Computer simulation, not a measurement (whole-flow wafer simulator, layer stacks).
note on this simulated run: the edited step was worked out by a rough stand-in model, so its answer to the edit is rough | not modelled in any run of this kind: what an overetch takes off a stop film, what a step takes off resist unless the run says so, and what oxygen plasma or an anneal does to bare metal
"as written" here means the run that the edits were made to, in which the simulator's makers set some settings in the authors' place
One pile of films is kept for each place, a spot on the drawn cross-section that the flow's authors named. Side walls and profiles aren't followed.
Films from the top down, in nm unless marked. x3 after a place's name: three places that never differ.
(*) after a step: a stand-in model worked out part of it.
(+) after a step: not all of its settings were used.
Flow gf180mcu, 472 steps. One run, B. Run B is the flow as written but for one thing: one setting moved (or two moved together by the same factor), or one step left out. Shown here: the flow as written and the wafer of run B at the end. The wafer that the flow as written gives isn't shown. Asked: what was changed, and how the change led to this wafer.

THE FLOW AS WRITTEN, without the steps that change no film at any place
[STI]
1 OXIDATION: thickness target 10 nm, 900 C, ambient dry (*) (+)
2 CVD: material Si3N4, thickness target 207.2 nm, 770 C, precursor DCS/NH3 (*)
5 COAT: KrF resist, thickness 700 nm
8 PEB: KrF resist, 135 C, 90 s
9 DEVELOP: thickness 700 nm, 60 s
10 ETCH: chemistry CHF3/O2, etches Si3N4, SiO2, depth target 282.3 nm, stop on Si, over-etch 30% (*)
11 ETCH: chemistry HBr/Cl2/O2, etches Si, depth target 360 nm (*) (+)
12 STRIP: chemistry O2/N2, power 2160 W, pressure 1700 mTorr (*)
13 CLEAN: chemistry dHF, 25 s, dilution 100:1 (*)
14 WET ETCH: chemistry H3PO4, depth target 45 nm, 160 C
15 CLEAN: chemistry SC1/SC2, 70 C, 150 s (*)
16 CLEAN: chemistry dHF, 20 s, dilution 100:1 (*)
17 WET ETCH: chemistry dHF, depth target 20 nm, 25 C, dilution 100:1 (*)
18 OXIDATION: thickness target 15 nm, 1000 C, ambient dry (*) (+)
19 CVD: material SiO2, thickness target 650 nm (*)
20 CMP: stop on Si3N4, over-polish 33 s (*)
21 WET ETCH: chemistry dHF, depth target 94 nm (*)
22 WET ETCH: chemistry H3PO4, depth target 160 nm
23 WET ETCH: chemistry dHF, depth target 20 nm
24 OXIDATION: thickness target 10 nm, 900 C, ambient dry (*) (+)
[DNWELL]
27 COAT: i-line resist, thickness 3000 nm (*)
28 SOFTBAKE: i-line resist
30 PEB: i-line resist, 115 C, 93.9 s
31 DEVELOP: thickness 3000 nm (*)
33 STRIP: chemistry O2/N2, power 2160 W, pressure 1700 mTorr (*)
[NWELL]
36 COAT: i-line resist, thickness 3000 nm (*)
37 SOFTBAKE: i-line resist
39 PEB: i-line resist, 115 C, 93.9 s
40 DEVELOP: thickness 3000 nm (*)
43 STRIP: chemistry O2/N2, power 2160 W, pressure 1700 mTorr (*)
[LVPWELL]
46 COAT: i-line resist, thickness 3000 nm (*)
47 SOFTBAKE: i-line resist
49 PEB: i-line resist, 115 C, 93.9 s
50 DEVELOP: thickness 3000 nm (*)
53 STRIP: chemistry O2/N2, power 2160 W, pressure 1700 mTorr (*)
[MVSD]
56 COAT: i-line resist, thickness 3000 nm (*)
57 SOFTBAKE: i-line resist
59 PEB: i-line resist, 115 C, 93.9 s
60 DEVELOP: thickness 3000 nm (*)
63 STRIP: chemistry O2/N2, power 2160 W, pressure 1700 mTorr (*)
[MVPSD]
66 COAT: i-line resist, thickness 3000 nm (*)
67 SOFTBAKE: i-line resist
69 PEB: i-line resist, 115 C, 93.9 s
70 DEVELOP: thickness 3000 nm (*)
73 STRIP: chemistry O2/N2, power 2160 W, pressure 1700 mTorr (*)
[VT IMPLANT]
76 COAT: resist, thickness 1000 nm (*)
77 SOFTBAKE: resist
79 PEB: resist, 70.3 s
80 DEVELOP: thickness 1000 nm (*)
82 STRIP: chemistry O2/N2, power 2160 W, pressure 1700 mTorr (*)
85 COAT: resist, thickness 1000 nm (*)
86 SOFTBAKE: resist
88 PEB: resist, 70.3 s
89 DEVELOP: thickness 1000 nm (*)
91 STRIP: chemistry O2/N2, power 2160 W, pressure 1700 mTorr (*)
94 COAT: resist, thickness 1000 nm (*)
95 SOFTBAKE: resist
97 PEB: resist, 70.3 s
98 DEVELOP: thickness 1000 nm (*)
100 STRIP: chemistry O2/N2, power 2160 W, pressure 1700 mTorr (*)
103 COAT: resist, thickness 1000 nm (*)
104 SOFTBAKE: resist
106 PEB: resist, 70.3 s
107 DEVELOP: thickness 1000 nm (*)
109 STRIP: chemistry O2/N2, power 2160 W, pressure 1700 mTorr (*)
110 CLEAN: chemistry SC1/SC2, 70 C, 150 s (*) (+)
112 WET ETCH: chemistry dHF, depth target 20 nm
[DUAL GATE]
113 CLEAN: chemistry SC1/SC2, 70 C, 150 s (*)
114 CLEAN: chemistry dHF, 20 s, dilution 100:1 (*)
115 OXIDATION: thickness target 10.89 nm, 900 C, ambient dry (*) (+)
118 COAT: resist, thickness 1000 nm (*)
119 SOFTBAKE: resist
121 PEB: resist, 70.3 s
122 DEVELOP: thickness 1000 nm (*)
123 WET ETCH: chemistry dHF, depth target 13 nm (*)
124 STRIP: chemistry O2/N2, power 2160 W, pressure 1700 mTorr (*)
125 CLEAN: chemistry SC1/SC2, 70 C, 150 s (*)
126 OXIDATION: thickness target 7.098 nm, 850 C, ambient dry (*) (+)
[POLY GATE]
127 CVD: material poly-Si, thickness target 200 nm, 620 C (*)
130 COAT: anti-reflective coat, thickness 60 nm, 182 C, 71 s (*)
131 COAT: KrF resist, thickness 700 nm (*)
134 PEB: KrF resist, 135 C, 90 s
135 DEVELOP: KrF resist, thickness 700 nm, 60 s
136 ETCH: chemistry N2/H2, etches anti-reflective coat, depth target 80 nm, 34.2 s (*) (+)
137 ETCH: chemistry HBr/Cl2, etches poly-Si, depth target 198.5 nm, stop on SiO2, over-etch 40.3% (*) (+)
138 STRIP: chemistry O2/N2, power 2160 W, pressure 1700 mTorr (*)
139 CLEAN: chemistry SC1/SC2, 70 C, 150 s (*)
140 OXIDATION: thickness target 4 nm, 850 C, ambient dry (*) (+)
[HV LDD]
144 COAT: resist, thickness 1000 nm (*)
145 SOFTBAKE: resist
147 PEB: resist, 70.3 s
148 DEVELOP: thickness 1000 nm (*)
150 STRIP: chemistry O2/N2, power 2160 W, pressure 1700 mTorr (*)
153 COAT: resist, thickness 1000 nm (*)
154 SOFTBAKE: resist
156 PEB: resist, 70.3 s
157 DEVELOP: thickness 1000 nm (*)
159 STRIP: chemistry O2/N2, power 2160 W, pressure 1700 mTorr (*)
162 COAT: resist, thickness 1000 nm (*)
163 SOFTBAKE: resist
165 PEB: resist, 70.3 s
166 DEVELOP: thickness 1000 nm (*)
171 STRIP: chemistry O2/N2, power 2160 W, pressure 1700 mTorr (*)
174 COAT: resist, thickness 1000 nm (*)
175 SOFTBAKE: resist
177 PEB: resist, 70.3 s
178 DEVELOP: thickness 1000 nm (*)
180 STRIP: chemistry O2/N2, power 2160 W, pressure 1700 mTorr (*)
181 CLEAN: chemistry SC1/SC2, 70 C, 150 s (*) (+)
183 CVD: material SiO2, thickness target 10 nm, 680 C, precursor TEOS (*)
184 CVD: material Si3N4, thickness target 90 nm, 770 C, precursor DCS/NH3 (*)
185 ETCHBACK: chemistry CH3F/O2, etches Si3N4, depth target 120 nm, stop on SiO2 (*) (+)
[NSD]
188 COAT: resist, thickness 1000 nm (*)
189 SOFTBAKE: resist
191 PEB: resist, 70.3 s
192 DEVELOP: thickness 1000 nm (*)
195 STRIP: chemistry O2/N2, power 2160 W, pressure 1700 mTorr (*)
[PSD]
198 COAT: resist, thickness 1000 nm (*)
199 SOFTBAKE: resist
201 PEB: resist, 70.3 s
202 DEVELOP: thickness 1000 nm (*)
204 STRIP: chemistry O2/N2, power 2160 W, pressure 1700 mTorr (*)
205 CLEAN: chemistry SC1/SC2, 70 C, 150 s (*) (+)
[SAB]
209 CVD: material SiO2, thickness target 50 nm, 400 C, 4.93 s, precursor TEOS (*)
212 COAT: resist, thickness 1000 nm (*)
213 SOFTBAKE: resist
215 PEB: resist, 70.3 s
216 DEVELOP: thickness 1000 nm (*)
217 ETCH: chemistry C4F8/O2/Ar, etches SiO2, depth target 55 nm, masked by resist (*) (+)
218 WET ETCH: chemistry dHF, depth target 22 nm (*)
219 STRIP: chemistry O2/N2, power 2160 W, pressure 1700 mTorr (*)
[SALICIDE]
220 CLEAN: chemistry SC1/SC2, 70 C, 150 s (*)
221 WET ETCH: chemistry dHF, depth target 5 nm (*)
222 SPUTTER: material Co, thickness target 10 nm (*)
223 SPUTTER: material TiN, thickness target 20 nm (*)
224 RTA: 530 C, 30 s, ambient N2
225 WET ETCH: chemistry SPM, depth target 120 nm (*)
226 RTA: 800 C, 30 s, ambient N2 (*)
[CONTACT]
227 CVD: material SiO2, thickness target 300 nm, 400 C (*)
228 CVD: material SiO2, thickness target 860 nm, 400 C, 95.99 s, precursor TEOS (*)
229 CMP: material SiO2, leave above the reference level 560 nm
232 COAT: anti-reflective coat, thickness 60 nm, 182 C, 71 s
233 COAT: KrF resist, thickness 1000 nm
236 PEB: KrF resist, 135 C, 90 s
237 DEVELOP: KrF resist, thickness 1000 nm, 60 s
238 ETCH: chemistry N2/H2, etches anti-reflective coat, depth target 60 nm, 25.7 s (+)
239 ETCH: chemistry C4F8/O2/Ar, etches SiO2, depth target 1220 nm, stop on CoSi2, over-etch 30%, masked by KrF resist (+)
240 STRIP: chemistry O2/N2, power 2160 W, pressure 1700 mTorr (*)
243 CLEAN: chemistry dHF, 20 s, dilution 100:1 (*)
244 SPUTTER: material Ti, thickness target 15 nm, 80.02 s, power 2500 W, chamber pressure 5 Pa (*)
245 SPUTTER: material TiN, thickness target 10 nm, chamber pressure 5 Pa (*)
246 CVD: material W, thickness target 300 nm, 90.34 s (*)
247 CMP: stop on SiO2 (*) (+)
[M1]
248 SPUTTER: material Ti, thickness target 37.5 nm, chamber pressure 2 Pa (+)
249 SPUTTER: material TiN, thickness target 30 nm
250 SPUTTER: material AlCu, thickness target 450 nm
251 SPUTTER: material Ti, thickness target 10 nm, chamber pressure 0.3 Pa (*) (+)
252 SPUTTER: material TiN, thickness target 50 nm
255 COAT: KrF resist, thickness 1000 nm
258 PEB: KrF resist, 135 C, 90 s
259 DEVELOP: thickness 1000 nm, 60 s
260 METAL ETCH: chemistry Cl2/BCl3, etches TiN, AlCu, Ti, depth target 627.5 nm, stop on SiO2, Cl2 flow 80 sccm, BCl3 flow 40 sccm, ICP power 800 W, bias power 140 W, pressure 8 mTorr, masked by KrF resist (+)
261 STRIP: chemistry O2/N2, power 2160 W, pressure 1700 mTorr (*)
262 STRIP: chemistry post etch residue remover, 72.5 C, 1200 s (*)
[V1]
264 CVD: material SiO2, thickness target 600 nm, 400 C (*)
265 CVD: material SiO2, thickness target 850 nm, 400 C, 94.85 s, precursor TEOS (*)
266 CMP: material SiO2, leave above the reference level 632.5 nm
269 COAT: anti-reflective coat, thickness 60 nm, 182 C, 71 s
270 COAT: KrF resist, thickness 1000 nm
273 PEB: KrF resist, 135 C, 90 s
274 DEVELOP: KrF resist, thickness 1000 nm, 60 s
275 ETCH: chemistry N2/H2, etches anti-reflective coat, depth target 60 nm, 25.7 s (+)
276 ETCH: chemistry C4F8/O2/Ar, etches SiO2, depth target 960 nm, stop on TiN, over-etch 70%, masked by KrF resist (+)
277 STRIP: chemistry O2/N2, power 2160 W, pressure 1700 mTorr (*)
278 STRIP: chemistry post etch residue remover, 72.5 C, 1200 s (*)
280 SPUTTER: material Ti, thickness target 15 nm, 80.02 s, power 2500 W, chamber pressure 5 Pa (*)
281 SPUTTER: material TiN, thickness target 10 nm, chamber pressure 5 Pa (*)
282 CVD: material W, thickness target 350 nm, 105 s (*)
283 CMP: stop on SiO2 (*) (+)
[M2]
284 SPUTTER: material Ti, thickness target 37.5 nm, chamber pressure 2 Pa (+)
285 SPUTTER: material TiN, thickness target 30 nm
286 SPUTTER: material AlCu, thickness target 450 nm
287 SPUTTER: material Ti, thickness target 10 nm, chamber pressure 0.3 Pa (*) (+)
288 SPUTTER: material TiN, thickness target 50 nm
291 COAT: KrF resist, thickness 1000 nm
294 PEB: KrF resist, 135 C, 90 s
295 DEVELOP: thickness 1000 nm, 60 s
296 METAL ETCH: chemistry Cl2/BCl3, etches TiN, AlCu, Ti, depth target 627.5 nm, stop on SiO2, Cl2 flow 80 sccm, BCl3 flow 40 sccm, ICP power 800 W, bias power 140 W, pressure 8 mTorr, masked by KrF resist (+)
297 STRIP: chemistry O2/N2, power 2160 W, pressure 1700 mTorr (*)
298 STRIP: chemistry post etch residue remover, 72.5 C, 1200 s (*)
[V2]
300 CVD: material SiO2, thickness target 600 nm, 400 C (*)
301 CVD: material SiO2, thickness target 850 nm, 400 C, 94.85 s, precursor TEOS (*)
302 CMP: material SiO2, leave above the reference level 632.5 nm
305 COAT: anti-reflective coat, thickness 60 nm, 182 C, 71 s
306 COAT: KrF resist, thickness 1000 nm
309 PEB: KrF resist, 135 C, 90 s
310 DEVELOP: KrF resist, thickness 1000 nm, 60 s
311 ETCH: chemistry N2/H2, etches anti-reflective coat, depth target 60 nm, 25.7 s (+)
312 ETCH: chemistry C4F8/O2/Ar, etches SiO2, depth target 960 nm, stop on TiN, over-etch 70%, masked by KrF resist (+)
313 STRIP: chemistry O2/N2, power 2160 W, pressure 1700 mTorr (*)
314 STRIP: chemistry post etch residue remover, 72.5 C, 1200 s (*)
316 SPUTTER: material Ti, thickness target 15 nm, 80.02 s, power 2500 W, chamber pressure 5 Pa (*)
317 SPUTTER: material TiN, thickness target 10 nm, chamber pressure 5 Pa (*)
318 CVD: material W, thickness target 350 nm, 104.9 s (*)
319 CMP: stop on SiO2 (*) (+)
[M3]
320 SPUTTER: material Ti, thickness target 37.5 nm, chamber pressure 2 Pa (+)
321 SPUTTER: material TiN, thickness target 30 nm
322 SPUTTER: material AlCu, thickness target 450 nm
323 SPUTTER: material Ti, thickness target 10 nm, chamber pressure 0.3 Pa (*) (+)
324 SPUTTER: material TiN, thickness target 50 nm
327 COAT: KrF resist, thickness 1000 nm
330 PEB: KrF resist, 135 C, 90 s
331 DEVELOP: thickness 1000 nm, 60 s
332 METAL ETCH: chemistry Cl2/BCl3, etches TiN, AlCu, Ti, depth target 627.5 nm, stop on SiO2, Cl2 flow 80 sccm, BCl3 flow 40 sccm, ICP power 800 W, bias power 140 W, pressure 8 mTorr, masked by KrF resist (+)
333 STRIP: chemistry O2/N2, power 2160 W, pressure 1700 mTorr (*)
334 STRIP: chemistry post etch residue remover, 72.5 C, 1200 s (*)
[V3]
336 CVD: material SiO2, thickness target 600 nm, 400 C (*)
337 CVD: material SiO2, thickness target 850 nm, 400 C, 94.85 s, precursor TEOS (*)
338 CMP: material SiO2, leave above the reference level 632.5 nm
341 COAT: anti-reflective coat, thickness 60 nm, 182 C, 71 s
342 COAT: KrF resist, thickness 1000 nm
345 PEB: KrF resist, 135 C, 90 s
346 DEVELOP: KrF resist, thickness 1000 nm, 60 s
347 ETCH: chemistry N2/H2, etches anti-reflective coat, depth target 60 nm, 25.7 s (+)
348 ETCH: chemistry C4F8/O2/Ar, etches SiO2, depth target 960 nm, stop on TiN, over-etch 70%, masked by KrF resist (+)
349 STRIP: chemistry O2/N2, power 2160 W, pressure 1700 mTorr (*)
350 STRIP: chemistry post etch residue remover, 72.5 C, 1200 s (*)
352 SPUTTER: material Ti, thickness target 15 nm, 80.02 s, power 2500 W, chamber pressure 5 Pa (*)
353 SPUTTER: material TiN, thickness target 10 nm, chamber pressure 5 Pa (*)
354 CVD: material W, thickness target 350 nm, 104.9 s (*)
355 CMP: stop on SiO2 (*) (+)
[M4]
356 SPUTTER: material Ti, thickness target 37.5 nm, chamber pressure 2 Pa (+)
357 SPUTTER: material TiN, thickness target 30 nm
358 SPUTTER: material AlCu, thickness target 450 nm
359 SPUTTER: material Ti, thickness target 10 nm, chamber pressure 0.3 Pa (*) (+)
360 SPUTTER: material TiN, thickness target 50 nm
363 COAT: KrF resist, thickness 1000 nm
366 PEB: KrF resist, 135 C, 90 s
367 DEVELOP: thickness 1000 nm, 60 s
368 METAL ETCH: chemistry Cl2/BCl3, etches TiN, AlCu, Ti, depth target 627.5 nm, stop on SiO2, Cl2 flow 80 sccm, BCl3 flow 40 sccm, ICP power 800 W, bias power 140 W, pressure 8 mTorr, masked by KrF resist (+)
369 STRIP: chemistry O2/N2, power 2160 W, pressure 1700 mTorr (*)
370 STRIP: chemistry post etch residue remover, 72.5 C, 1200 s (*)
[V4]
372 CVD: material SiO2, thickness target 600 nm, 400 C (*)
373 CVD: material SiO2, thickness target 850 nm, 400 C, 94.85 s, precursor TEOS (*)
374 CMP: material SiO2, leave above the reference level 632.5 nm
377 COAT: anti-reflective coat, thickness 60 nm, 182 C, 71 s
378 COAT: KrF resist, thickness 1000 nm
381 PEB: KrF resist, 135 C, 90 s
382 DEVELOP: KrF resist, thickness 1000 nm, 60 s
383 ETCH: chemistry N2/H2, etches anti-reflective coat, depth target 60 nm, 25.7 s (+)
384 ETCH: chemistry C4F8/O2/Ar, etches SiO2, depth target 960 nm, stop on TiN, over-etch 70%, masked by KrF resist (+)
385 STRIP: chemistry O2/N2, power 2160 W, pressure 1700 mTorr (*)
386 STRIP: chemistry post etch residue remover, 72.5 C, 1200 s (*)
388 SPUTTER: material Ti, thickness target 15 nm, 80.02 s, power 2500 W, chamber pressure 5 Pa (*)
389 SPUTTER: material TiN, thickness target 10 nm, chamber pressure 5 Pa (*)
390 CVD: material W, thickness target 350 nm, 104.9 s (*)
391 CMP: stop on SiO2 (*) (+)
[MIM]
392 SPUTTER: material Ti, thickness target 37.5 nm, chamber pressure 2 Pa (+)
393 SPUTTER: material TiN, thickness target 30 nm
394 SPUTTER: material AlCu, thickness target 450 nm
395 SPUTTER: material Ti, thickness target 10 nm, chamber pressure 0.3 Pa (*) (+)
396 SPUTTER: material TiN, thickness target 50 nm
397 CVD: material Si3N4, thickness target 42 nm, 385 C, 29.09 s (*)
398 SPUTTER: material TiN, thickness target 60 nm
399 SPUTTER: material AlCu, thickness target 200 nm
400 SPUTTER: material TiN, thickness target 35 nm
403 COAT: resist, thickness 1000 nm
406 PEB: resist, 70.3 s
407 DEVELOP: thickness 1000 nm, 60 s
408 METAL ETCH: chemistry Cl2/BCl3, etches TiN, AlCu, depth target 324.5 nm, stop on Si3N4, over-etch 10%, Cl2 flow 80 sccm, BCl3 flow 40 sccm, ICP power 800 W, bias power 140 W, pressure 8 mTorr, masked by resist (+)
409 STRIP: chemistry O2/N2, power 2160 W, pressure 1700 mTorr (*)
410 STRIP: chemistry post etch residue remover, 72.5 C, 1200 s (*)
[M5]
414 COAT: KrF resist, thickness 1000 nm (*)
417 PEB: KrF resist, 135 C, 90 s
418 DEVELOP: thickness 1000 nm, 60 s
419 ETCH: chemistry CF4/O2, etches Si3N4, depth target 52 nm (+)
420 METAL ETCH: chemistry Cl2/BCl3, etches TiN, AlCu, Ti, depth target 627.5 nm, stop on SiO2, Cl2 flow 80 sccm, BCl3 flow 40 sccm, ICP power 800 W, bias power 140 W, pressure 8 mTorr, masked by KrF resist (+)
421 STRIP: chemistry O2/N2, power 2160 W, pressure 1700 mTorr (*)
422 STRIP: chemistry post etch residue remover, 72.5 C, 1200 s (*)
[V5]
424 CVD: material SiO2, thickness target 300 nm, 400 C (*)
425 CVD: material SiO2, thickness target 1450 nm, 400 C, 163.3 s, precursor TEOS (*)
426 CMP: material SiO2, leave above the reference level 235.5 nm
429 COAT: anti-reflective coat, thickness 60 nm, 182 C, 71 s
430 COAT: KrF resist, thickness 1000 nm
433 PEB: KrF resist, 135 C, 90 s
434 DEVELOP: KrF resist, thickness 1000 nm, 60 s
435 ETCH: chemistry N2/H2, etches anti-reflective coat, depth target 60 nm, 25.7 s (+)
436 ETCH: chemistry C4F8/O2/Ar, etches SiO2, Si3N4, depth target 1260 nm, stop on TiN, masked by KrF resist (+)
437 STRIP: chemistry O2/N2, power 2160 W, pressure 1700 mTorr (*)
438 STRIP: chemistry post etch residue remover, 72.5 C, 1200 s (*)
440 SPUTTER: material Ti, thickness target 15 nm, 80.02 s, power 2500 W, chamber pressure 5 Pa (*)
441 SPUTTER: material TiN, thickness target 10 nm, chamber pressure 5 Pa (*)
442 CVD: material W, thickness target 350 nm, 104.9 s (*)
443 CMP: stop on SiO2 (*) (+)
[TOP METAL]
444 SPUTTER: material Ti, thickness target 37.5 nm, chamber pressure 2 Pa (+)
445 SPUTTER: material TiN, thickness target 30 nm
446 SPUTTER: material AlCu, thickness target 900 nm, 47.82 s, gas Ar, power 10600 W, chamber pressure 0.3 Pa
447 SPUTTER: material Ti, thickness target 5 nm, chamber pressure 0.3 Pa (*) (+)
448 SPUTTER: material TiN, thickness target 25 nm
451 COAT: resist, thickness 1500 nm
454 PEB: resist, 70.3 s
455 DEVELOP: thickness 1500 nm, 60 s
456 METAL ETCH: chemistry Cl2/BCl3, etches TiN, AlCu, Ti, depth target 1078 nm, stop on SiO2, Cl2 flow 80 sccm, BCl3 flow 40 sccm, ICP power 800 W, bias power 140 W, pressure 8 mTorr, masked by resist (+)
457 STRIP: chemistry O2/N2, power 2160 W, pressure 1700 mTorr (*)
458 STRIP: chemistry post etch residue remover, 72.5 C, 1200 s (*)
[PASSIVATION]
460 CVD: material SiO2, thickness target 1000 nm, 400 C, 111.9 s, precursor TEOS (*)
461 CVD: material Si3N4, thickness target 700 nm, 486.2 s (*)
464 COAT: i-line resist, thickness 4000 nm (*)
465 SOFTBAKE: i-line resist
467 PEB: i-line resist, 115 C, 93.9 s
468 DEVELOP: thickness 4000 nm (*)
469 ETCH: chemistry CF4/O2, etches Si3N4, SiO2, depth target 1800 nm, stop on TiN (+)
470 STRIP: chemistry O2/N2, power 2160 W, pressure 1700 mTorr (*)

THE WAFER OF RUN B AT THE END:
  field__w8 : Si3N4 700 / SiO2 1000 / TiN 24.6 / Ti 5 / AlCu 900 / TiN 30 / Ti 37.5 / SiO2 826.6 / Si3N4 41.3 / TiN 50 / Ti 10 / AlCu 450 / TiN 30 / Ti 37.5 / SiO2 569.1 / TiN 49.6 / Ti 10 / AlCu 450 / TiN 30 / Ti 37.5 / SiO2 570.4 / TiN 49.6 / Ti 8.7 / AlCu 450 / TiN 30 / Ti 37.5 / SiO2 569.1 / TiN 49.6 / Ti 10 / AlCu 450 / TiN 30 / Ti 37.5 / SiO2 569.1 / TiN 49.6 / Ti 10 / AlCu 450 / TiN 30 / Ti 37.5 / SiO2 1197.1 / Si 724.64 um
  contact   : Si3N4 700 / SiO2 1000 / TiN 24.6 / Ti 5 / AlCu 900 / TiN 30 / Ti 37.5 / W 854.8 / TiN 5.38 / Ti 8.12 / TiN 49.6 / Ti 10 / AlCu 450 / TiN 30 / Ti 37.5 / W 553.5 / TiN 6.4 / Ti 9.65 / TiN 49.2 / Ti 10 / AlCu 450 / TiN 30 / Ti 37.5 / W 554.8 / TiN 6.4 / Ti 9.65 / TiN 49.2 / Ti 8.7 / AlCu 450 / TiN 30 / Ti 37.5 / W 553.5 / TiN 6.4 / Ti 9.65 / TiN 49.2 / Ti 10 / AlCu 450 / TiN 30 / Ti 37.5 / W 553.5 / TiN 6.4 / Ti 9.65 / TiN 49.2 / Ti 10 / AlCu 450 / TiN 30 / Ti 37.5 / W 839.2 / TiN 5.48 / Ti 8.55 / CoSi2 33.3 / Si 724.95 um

The cause: step 323, SPUTTER: thickness target 8.7 nm was run, where the flow has thickness target 10 nm.
It can be read off the wafer: field__w8 has Ti 8.7, and step 323 as written asks for 10 nm.

How the change led to this, step by step:
  323 SPUTTER: material Ti, thickness target 10 nm, chamber pressure 0.3 Pa (*) (+)
      field, field__w1, field__w2 and 108 more: Ti +8.7 (new film) (as written it would be: Ti +10 (new film))
  332 METAL ETCH: chemistry Cl2/BCl3, etches TiN, AlCu, Ti, depth target 627.5 nm, stop on SiO2, Cl2 flow 80 sccm, BCl3 flow 40 sccm, ICP power 800 W, bias power 140 W, pressure 8 mTorr, masked by KrF resist (+)
      field, field__w1, field__w2 and 103 more: TiN -50 (all of it), Ti -8.7 (all of it), AlCu -450 (all of it), TiN -30 (all of it), Ti -37.5 (all of it) (as written it would be: TiN -50 (all of it), Ti -10 (all of it), AlCu -450 (all of it), TiN -30 (all of it), Ti -37.5 (all of it))
